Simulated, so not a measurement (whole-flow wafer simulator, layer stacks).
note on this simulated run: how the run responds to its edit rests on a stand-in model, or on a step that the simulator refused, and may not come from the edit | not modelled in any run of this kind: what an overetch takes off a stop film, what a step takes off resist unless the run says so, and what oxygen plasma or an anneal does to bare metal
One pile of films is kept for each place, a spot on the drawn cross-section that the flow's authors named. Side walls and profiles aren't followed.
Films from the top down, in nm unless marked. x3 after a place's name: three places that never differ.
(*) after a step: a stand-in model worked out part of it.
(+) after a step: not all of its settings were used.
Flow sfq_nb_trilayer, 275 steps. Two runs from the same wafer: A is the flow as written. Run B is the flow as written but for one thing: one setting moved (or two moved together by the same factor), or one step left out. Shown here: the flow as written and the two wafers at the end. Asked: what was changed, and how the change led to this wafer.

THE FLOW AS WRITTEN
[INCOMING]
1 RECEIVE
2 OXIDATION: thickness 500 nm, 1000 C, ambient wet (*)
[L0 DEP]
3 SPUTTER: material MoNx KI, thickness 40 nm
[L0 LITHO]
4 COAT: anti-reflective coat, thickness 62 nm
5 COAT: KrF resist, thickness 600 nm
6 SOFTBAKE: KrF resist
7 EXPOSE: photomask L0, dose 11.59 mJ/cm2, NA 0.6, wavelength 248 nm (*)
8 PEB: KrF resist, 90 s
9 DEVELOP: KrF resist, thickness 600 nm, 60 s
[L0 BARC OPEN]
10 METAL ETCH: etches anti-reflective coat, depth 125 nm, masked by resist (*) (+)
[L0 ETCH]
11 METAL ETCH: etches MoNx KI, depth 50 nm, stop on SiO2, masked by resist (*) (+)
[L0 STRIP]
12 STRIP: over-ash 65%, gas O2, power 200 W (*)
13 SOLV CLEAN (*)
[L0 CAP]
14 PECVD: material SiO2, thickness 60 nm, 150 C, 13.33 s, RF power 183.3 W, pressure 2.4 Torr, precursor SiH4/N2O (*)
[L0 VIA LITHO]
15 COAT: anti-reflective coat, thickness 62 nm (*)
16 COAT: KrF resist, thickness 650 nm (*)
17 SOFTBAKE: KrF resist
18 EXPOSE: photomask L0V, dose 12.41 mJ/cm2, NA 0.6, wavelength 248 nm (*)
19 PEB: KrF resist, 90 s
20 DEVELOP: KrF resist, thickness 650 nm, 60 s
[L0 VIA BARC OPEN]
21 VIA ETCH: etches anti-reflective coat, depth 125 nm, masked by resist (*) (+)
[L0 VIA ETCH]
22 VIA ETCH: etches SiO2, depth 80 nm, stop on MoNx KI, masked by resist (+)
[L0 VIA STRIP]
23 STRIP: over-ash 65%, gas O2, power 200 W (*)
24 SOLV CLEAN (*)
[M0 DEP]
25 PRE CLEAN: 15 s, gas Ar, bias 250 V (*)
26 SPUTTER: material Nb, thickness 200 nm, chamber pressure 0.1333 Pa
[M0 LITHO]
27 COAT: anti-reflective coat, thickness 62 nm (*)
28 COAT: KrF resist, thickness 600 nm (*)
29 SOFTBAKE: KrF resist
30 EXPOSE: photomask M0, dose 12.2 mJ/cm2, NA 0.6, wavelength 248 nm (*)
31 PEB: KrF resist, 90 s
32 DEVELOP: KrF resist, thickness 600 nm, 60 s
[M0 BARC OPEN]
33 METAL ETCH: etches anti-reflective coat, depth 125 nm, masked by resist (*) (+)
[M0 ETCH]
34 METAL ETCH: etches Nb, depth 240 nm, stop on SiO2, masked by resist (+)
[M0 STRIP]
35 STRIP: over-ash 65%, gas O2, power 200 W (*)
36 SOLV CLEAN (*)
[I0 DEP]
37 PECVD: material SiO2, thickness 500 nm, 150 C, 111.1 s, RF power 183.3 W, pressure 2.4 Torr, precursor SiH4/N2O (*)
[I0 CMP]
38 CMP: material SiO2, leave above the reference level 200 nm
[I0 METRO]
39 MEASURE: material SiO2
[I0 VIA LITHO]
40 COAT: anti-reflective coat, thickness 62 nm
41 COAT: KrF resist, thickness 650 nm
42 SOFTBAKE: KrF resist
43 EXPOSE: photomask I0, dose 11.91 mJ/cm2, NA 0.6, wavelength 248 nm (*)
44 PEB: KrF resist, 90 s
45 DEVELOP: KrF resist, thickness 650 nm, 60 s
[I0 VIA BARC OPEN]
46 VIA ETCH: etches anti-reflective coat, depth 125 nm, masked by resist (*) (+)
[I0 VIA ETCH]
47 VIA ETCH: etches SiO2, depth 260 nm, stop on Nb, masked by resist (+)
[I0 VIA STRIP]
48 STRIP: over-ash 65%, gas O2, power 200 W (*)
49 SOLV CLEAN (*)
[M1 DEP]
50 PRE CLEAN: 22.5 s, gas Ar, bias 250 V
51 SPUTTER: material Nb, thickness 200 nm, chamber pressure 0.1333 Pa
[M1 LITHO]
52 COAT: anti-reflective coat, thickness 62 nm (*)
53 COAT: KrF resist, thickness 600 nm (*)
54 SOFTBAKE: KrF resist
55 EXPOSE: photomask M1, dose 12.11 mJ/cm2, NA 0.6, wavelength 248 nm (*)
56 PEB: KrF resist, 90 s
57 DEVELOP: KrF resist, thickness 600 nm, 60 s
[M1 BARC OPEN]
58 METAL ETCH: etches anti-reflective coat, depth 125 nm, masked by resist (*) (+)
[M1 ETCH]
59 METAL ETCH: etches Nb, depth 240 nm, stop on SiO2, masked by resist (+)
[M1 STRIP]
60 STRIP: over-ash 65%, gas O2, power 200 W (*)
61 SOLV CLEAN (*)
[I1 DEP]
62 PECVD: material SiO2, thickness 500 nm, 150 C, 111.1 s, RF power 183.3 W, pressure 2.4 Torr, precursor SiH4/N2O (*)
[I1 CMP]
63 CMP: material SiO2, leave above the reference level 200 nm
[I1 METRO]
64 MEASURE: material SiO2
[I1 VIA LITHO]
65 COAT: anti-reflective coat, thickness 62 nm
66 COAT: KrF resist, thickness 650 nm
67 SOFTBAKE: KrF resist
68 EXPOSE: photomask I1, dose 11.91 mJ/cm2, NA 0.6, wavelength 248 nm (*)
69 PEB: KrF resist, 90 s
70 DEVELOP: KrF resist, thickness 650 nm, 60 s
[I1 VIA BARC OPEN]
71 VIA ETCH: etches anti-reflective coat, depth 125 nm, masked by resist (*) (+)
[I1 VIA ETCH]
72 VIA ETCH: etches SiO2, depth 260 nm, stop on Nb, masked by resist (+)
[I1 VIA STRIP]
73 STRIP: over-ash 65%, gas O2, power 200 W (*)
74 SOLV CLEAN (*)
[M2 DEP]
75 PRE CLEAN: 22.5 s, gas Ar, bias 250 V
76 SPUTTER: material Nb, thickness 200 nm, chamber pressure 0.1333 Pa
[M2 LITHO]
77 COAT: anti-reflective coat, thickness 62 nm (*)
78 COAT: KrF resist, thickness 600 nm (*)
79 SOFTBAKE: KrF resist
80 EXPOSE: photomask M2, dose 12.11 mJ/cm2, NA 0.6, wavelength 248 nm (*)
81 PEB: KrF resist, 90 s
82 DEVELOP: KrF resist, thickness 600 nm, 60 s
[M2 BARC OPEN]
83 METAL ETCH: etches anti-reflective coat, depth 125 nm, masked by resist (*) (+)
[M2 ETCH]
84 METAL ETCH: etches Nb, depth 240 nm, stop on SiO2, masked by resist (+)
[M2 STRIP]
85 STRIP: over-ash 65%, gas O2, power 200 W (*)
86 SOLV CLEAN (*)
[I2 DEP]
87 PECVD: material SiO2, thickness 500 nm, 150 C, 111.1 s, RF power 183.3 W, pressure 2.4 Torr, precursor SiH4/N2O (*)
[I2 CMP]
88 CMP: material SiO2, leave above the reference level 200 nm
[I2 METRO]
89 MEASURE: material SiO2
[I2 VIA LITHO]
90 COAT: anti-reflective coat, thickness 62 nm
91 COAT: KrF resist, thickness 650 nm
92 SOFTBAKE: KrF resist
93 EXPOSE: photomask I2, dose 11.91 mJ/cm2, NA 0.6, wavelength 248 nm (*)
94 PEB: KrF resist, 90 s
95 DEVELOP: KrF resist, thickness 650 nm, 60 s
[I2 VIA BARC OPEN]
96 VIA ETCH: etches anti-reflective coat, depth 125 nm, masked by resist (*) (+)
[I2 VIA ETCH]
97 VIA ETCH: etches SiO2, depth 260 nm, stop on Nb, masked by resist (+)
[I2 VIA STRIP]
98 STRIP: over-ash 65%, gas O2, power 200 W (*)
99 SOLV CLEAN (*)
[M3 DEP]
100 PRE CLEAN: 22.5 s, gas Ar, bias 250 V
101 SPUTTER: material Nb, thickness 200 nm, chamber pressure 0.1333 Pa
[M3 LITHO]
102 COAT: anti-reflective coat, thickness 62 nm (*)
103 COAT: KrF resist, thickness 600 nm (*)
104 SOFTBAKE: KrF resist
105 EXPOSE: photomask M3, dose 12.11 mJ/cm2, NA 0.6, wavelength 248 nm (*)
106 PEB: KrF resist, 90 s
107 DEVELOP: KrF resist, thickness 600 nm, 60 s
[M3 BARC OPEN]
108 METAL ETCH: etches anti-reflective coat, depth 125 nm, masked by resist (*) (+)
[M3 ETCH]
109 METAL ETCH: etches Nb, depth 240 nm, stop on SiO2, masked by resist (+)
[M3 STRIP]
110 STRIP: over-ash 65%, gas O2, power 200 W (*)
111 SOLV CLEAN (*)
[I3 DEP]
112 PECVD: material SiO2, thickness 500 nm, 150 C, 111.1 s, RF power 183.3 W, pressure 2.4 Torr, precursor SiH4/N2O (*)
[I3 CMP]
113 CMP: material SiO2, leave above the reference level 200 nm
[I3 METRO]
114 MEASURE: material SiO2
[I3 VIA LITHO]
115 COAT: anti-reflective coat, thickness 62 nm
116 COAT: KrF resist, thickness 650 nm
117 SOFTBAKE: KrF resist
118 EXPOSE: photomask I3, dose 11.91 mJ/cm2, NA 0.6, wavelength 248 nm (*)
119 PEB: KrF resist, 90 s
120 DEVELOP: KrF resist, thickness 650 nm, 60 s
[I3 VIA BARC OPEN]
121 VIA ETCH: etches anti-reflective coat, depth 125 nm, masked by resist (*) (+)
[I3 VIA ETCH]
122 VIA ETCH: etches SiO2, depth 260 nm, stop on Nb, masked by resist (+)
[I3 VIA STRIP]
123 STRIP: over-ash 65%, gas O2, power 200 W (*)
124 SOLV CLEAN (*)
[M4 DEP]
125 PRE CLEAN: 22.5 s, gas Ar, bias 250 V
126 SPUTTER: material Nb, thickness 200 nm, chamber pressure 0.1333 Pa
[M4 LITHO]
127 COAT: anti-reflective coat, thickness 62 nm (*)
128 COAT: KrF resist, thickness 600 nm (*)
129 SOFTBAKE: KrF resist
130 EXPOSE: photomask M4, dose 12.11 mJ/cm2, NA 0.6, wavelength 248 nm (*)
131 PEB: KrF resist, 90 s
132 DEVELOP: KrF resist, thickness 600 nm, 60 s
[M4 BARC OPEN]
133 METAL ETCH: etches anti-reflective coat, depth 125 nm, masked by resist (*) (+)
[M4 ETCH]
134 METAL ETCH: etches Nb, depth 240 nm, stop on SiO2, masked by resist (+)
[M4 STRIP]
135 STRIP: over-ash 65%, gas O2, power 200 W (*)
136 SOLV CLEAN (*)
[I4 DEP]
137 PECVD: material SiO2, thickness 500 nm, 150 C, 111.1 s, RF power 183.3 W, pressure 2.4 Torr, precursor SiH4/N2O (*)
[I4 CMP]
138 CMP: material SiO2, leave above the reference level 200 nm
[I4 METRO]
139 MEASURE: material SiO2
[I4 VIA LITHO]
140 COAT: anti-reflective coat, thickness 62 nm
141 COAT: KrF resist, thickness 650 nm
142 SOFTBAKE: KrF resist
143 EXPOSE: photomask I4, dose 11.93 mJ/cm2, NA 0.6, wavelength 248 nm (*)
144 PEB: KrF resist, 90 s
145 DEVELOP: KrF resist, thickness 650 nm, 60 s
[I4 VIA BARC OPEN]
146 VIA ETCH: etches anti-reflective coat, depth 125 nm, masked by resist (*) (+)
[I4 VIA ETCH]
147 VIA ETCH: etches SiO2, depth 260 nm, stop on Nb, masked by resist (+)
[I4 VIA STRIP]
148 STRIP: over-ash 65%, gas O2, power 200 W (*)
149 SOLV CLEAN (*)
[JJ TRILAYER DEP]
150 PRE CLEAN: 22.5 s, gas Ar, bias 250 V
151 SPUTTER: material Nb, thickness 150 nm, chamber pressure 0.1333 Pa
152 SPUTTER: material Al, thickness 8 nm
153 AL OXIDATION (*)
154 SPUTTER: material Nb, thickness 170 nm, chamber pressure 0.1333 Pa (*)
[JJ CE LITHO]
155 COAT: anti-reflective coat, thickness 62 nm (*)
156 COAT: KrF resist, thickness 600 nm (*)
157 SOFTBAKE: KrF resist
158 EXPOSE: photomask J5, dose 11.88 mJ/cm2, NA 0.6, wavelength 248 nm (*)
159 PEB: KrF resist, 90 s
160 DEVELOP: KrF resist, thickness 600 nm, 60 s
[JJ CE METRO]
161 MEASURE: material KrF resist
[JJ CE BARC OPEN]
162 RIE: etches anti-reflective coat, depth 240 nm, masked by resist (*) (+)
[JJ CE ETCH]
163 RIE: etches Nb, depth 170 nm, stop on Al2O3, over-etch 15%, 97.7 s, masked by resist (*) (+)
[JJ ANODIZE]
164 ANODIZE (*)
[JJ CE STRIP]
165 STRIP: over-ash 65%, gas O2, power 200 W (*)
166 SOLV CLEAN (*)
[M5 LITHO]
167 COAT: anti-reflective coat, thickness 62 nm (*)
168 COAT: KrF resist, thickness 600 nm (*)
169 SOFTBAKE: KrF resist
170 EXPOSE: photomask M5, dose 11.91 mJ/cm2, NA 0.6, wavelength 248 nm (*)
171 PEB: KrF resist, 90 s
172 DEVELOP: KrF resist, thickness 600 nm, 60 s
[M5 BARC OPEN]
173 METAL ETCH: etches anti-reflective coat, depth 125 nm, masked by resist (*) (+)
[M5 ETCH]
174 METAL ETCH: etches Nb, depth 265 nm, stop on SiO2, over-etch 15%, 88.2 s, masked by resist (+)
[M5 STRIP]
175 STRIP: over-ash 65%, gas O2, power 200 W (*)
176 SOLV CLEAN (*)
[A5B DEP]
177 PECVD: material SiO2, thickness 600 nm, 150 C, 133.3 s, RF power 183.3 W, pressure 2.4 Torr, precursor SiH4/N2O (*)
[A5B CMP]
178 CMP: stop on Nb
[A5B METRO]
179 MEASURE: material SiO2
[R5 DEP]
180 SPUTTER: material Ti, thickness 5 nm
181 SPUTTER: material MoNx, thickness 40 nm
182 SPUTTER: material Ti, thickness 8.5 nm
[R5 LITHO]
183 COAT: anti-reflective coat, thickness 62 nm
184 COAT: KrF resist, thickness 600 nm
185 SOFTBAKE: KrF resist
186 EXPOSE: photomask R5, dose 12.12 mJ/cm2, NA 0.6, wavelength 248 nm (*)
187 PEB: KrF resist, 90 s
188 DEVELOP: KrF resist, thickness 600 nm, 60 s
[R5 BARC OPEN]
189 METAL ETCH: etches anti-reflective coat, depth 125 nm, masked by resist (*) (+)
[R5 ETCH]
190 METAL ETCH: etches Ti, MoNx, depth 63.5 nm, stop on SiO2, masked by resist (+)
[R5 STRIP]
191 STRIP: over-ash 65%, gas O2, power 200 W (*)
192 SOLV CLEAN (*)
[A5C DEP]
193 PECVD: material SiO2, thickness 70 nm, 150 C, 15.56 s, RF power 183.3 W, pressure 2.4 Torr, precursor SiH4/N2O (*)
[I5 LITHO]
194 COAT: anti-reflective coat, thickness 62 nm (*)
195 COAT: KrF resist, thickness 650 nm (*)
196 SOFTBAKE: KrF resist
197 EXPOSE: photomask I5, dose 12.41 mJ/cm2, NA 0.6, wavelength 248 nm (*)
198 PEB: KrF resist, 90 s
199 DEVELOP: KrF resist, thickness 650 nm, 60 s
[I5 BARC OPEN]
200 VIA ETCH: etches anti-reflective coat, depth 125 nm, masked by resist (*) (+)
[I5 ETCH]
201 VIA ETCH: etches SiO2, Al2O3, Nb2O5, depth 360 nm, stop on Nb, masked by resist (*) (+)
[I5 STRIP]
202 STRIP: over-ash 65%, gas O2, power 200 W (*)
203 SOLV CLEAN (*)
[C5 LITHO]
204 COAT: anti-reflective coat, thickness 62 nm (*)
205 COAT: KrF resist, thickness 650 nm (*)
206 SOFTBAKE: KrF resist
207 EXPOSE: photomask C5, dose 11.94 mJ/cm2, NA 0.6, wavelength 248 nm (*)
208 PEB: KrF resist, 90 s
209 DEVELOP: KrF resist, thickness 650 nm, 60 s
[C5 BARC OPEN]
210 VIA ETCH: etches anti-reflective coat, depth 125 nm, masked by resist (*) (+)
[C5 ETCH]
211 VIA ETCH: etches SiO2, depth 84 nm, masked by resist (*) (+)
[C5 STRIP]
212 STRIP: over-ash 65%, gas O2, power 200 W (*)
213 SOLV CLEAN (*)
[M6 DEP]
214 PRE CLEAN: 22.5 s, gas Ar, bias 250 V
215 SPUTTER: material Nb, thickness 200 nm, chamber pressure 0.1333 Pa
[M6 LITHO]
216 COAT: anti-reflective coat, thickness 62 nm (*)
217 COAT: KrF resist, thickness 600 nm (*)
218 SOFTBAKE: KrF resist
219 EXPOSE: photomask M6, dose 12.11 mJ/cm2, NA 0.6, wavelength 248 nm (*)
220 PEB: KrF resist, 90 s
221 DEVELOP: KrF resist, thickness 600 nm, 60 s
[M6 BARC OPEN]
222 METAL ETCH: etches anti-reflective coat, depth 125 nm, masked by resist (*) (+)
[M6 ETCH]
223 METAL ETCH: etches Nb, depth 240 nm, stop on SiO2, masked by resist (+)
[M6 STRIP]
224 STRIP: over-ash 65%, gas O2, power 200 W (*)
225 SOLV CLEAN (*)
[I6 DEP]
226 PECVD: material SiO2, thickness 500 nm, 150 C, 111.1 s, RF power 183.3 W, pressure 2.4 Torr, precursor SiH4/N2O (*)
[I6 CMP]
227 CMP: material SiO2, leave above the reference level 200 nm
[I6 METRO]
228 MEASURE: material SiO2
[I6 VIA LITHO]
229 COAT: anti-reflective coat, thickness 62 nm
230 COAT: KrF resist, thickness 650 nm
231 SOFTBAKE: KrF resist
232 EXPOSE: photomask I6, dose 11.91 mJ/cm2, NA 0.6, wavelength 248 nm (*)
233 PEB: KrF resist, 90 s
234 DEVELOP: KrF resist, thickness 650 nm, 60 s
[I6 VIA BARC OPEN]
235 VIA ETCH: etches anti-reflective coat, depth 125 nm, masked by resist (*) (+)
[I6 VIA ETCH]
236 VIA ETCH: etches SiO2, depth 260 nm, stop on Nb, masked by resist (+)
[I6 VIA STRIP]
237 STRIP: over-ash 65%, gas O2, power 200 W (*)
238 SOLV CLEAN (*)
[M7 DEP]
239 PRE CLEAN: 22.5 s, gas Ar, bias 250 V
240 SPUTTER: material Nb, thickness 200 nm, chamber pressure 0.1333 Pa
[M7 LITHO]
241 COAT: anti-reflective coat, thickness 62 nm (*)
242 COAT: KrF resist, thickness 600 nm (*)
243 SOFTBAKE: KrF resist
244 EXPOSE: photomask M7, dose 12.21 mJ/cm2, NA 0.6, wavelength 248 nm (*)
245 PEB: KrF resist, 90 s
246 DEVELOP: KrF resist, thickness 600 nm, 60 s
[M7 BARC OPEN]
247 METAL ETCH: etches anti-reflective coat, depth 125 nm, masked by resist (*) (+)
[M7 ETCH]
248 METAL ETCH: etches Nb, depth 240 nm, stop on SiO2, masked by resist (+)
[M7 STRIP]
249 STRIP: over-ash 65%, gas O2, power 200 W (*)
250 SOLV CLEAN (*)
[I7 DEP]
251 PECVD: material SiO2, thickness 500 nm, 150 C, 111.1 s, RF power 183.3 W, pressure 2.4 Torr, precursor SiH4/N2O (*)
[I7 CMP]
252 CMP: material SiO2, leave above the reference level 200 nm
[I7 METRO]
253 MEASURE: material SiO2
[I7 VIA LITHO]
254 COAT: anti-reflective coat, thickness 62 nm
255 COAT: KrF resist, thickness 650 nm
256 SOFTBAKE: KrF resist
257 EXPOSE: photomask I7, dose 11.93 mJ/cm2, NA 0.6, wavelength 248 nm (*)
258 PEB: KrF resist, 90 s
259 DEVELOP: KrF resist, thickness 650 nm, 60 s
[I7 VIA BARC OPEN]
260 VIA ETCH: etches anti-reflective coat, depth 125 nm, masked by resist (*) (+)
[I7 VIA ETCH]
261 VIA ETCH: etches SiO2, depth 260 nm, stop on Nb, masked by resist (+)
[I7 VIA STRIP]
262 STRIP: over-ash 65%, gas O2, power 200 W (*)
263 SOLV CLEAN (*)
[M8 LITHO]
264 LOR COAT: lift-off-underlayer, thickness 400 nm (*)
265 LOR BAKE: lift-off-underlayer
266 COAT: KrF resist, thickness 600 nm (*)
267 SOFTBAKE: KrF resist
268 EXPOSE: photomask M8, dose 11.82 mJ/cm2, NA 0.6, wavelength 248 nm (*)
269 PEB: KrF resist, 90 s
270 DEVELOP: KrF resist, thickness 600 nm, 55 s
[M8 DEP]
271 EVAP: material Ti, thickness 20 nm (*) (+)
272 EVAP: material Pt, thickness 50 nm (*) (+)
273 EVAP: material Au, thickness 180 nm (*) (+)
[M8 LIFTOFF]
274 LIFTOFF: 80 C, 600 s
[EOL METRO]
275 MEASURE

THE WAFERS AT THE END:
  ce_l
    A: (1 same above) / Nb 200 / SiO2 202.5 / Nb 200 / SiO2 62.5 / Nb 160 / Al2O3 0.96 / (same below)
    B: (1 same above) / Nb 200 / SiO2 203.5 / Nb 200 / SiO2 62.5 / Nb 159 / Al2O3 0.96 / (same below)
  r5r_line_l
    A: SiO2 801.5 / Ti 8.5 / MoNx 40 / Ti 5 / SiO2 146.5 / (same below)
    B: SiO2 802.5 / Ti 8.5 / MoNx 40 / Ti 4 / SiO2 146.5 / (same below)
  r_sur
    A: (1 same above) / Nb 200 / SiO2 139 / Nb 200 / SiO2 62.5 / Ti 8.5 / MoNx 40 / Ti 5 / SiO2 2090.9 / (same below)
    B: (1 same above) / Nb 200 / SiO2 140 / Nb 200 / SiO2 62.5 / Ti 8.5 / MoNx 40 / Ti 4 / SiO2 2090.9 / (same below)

The cause: step 180, SPUTTER: thickness 4 nm was run, where the flow has thickness 5 nm.
It can be read off the wafer: r5r_line_l has Ti 4, and step 180 as written asks for 5 nm.

How the change led to this, step by step:
  180 SPUTTER: material Ti, thickness 5 nm
      field_l, v_sur, via_wl and 103 more: A Ti +5 (new film) | B Ti +4 (new film)
  190 METAL ETCH: etches Ti, MoNx, depth 63.5 nm, stop on SiO2, masked by resist (+)
      field_l, v_sur, via_wl and 92 more: A Ti -8.5 (all of it), MoNx -40 (all of it), Ti -5 (all of it) | B Ti -8.5 (all of it), MoNx -40 (all of it), Ti -4 (all of it)
      ce_l, c5j, ce_r, wl_jj: A Ti -8.5 (all of it), MoNx -40 (all of it), Ti -5 (all of it), Nb -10 | B Ti -8.5 (all of it), MoNx -40 (all of it), Ti -4 (all of it), Nb -11
